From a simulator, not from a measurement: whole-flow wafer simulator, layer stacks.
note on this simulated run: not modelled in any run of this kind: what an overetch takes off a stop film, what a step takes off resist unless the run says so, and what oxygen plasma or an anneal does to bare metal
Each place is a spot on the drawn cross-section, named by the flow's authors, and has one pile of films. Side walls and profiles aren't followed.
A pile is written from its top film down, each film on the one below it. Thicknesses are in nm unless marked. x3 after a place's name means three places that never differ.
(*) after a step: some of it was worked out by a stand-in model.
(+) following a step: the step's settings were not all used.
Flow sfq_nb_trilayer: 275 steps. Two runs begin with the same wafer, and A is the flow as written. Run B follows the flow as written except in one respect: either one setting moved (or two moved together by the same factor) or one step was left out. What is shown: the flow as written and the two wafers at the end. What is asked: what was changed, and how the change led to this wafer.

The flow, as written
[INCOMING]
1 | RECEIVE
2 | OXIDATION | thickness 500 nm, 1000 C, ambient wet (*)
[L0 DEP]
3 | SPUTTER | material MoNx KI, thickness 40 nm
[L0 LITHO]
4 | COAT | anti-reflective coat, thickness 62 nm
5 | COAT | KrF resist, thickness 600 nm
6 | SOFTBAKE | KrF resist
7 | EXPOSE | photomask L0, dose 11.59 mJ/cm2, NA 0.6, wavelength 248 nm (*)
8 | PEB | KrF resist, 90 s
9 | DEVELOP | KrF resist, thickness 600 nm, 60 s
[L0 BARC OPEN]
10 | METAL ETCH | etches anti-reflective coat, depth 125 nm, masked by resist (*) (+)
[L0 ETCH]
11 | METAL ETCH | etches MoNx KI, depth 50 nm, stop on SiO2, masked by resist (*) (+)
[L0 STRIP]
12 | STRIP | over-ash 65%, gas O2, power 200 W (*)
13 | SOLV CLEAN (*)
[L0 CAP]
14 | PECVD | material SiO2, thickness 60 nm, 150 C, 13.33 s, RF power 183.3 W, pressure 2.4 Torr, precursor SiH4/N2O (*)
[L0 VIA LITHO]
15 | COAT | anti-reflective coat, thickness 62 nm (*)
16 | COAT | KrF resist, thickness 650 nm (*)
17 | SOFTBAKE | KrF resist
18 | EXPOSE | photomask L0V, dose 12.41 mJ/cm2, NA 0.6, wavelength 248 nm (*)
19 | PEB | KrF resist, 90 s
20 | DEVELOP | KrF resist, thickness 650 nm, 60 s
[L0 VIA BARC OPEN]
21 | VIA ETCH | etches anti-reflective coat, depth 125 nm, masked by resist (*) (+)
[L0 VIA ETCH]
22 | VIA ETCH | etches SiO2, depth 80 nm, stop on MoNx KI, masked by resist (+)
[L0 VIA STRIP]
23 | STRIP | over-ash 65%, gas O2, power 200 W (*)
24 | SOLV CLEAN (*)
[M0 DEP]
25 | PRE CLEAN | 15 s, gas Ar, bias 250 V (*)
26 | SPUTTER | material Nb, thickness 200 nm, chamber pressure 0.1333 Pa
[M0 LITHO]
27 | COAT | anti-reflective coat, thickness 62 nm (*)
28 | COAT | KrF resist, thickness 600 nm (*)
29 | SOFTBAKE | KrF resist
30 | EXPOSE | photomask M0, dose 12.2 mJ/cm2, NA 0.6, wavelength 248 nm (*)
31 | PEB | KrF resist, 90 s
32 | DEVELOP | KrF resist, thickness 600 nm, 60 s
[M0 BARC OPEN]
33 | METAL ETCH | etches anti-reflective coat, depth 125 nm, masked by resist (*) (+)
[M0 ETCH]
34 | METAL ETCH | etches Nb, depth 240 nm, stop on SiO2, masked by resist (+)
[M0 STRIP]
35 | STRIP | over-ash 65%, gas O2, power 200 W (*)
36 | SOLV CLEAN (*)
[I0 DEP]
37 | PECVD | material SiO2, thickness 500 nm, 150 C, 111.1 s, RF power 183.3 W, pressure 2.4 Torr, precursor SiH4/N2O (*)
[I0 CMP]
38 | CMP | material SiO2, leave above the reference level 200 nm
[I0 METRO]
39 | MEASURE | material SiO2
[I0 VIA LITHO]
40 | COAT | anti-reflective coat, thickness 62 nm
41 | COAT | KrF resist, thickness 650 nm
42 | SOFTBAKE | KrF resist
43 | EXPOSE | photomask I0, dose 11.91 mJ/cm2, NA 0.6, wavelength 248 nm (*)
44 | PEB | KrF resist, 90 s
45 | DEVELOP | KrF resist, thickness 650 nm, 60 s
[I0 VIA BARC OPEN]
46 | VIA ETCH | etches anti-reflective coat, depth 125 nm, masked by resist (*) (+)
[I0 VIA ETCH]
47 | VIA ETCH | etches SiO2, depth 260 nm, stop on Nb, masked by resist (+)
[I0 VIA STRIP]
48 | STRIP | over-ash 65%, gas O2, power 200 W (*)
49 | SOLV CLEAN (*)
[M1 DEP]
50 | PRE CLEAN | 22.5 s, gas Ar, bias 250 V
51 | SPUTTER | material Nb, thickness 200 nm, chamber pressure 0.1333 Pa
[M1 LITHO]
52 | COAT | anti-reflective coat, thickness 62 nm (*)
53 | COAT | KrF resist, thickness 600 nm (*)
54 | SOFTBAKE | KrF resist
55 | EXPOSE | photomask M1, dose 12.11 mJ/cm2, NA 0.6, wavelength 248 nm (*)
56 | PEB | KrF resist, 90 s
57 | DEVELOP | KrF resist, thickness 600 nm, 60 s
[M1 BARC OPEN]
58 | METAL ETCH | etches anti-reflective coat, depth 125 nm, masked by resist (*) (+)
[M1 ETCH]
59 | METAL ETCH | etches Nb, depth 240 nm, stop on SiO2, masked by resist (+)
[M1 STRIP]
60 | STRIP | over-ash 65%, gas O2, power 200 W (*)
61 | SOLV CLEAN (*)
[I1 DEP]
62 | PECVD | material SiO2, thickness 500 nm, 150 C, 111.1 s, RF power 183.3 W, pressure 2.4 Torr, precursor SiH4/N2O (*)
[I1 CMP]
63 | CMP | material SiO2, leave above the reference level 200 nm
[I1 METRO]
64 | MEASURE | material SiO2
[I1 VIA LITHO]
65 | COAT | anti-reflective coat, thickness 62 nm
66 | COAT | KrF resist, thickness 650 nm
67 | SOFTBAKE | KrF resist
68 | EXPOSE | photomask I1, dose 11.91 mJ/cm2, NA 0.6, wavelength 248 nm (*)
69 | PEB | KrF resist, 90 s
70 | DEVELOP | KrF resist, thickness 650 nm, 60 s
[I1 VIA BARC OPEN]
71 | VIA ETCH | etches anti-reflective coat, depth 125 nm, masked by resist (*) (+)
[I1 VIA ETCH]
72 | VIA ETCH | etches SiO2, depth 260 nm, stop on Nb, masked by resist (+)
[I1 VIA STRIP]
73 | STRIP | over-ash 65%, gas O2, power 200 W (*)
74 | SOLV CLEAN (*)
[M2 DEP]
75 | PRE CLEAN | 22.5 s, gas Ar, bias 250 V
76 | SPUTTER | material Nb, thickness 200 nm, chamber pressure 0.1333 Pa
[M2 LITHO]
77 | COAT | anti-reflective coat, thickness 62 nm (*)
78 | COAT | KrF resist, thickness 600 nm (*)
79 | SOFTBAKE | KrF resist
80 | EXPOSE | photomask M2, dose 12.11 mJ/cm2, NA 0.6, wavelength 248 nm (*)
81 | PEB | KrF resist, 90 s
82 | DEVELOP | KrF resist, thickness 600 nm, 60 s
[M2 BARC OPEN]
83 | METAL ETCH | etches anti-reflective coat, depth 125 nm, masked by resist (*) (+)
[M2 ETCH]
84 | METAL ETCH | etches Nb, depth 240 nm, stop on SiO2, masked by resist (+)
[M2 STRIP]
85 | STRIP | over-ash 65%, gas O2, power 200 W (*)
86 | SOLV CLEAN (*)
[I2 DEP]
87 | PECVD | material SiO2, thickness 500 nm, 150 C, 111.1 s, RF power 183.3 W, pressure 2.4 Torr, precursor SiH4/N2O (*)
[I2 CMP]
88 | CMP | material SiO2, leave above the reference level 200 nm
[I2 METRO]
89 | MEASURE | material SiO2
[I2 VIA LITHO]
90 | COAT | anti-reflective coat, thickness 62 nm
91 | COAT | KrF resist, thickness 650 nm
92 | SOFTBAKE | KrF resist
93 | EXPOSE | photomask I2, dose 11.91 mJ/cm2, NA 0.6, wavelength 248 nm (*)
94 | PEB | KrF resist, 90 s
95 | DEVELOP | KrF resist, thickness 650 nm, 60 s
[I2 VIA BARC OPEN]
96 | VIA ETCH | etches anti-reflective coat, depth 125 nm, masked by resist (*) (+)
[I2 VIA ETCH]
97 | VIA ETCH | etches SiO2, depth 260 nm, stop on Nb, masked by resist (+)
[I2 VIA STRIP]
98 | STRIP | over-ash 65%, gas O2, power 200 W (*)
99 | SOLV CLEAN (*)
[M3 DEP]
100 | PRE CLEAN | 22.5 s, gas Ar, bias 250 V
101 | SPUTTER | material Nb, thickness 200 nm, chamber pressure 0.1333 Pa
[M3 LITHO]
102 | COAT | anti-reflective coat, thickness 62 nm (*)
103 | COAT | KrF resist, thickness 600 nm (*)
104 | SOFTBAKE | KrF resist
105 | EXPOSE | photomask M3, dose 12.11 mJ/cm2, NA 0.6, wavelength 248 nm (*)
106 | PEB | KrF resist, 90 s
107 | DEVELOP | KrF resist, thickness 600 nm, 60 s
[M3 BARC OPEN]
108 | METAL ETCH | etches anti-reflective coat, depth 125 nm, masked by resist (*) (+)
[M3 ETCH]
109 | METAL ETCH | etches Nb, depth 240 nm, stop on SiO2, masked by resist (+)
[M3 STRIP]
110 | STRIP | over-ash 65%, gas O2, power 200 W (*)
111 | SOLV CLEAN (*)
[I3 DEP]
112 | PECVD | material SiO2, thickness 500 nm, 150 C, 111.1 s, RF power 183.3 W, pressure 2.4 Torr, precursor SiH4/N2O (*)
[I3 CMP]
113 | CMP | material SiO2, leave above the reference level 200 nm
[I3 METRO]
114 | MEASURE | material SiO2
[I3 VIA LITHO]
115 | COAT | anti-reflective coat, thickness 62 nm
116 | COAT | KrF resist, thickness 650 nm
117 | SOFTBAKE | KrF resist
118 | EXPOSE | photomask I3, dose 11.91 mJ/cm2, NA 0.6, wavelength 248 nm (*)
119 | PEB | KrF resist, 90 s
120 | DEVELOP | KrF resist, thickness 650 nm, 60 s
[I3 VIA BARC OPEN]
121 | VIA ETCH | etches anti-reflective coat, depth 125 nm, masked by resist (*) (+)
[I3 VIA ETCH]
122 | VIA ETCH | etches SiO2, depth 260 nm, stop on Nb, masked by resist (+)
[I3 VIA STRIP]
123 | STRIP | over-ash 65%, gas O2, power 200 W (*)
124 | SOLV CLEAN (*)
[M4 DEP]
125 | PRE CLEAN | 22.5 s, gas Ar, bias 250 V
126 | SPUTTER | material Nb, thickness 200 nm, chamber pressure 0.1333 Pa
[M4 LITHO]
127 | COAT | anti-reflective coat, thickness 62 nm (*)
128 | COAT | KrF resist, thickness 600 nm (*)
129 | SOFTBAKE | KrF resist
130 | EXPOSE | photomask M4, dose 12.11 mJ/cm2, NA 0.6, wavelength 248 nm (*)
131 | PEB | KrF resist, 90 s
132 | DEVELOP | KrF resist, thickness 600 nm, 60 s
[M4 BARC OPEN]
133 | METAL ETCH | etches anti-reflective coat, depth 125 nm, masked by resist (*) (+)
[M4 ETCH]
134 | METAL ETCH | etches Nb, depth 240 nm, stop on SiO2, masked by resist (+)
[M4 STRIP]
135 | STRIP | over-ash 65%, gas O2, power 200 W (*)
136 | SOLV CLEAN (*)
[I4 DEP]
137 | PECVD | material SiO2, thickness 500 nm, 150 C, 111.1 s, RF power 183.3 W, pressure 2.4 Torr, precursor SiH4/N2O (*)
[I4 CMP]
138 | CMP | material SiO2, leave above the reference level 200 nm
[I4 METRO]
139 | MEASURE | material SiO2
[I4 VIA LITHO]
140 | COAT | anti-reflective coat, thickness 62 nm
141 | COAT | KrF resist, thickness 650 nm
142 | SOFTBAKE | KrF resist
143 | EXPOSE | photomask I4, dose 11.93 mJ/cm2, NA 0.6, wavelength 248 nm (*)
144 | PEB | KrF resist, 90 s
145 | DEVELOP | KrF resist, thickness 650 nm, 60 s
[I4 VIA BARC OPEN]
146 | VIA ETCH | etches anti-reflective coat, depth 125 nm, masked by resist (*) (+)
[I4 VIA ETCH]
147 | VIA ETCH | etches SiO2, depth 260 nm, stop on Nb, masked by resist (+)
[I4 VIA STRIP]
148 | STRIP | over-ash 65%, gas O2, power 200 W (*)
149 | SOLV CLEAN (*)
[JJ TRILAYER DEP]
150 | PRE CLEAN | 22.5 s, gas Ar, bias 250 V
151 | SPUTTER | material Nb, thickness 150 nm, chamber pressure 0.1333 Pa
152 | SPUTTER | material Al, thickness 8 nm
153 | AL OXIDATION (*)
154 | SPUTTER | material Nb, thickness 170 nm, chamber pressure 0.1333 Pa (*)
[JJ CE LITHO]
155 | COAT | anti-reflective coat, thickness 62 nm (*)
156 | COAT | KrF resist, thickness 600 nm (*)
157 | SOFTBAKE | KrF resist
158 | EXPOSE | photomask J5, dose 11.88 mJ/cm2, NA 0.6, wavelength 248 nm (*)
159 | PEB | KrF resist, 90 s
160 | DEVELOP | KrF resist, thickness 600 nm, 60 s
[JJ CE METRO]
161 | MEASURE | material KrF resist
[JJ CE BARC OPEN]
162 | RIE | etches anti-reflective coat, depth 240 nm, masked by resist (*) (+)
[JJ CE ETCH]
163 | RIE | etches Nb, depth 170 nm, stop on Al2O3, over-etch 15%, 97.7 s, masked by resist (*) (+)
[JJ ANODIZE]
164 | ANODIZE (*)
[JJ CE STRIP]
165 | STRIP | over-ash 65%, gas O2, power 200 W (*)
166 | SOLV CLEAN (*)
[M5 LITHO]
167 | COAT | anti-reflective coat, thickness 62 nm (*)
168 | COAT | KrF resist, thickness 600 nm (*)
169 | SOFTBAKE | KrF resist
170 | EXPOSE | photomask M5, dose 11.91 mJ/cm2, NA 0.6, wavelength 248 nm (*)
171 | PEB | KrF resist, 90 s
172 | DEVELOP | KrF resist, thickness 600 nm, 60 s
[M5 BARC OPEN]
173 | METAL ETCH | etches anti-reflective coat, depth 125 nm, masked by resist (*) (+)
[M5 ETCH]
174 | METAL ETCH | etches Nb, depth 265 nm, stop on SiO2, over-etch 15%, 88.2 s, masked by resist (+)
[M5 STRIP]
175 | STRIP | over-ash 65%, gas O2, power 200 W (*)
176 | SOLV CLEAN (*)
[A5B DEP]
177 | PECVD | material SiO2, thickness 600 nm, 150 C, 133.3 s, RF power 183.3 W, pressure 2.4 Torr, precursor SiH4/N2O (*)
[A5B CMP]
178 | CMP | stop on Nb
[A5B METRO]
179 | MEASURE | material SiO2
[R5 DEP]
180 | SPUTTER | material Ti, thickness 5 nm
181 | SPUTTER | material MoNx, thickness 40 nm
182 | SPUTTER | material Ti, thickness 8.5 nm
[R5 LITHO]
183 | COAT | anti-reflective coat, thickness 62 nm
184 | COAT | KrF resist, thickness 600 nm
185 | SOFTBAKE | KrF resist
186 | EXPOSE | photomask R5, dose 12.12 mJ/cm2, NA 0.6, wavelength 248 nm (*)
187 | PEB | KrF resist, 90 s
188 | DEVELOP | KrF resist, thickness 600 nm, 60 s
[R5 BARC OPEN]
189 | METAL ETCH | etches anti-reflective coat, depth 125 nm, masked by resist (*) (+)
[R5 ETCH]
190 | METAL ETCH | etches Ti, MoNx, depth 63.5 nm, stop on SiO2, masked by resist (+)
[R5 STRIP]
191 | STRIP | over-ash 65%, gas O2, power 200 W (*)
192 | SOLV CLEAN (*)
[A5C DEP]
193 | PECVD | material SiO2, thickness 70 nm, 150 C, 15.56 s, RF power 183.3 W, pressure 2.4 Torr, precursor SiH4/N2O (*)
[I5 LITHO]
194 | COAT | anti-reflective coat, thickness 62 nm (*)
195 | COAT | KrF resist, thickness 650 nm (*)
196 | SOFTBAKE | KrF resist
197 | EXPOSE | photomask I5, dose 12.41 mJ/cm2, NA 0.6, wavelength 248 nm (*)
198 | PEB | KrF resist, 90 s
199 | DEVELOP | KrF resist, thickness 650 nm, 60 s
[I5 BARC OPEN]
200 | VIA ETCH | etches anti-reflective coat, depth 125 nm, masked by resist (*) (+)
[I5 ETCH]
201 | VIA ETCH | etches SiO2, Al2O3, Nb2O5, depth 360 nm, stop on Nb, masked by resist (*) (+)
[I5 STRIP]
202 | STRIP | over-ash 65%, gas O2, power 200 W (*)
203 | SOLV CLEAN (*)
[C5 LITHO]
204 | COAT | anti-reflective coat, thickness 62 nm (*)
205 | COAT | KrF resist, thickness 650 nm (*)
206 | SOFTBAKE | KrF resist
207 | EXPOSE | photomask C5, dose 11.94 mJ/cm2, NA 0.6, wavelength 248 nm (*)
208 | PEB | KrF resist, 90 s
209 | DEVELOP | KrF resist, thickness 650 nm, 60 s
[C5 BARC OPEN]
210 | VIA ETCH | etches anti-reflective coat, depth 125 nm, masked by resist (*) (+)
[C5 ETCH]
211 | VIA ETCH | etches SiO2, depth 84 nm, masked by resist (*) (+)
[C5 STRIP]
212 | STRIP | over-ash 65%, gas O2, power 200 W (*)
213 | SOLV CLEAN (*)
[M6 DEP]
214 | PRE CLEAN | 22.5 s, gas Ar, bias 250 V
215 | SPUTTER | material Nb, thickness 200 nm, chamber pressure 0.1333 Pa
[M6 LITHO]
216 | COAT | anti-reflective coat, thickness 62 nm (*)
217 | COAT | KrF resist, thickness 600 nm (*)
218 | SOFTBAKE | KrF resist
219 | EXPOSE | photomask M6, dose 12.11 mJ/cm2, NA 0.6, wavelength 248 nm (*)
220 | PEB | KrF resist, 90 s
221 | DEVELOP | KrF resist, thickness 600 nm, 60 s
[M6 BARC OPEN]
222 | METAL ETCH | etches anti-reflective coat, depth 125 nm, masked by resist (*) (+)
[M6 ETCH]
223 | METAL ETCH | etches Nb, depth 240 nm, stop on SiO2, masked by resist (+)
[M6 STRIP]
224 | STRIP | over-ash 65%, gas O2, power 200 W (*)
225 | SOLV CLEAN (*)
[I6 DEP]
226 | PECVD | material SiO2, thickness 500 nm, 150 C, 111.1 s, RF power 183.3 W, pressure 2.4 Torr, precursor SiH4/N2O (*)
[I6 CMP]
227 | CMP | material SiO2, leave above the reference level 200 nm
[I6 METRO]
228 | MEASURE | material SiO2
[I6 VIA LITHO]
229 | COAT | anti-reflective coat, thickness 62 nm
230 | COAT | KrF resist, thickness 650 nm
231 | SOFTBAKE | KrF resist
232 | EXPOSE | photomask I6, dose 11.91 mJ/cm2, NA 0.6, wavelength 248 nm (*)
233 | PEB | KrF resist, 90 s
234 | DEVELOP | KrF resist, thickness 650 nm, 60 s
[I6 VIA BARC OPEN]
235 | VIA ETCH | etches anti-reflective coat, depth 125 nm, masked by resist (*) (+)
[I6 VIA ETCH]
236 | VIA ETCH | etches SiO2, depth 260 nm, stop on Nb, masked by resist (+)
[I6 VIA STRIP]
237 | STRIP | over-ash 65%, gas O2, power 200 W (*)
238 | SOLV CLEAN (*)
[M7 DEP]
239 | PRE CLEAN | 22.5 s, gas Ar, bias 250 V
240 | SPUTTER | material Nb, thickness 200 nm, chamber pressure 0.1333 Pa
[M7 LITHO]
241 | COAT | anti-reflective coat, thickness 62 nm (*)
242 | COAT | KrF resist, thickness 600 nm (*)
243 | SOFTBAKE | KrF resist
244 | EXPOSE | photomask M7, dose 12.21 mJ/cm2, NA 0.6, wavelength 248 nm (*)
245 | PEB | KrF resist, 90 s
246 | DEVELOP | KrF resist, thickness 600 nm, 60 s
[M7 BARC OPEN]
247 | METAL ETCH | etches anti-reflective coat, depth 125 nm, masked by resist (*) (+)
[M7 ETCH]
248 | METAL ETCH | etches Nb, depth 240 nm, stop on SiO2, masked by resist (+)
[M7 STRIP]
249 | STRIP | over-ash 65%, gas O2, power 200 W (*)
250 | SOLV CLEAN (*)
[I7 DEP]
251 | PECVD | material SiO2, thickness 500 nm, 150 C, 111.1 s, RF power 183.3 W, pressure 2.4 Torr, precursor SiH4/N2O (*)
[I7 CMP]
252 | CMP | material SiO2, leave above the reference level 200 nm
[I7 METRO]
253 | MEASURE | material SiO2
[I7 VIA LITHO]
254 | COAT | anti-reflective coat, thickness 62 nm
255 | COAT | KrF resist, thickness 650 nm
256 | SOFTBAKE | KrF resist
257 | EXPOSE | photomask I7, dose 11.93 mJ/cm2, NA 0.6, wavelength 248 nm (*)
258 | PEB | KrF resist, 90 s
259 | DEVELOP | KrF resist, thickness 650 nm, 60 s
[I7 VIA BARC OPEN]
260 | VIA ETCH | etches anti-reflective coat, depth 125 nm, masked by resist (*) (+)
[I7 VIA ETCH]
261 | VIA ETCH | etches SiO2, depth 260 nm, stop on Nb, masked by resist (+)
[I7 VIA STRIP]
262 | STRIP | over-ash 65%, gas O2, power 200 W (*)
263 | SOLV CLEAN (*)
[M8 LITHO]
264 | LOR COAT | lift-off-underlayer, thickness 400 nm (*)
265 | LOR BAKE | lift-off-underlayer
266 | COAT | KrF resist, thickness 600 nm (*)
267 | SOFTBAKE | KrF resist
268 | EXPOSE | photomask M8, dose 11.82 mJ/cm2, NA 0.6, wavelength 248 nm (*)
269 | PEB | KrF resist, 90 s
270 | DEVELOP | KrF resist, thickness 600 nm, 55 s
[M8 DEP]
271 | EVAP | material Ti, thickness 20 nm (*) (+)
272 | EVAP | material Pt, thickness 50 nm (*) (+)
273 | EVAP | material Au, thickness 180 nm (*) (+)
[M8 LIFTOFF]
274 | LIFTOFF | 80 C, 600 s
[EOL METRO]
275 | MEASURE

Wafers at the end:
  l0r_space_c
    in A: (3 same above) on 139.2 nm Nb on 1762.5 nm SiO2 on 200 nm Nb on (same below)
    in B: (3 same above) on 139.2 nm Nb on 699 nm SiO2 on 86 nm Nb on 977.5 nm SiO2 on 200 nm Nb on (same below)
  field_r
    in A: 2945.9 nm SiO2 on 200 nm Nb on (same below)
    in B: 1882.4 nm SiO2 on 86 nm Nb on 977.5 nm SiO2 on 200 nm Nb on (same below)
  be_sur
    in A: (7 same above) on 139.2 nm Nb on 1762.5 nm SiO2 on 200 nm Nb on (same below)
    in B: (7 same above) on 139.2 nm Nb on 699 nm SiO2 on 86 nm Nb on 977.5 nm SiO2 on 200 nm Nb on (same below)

Cause: step 109, METAL ETCH: depth 114 nm was run, whereas the flow has depth 240 nm.

Step by step, how the change led to this:
  109 | METAL ETCH | etches Nb, depth 240 nm, stop on SiO2, masked by resist (+)
      field_l, be, be_sur and 72 more: A Nb loses 200 (all of it) | B Nb loses 114
      v_sur, via_wl, via_w and 28 more: A KrF resist loses 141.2 | B KrF resist loses 67.1
  110 | STRIP | over-ash 65%, gas O2, power 200 W (*)
      p4_w1, p4_w2, p4_w3 and 21 more: A KrF resist loses 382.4 (all of it), anti-reflective coat loses 62 (all of it) | B KrF resist loses 456.5 (all of it), anti-reflective coat loses 62 (all of it)
      via_wl, via_wr: A KrF resist loses 384.2 (all of it), anti-reflective coat loses 34.2 (all of it) | B KrF resist loses 458.3 (all of it), anti-reflective coat loses 34.2 (all of it)
      (as well as at 5 more places)
  112 | PECVD | material SiO2, thickness 500 nm, 150 C, 111.1 s, RF power 183.3 W, pressure 2.4 Torr, precursor SiH4/N2O (*)
      field_l, be, be_sur and 64 more: A SiO2 gains 500 | B SiO2 gains 500 (new film)
      p4_g1, p4_g2, p3_s0, p3_s1, p3_s2, p3_s3, p3_s4, p3_s5: A SiO2 gains 557.1 | B SiO2 gains 500 (new film)
  113 | CMP | material SiO2, leave above the reference level 200 nm
      field_l, be, be_sur and 64 more: A SiO2 loses 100 | B SiO2 loses 186
      p4_g1, p4_g2, p3_s0, p3_s1, p3_s2, p3_s3, p3_s4, p3_s5: A SiO2 loses 157.1 | B SiO2 loses 186
With metal films that touch counted as one body, l0r_space_c has 3 bodies (between them, from the top down: SiO2 699; SiO2 977.5); the flow as written gives 2 bodies (between them, from the top down: SiO2 1762.5).
With metal films that touch counted as one body, field_r has 2 bodies (between them, from the top down: SiO2 977.5); the flow as written gives 1 body.
With metal films that touch counted as one body, be_sur has 5 bodies (between them, from the top down: SiO2 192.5; SiO2 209 / Al2O3 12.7 / Nb2O5 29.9; SiO2 699; SiO2 977.5); the flow as written gives 4 bodies (between them, from the top down: SiO2 192.5; SiO2 209 / Al2O3 12.7 / Nb2O5 29.9; SiO2 1762.5).
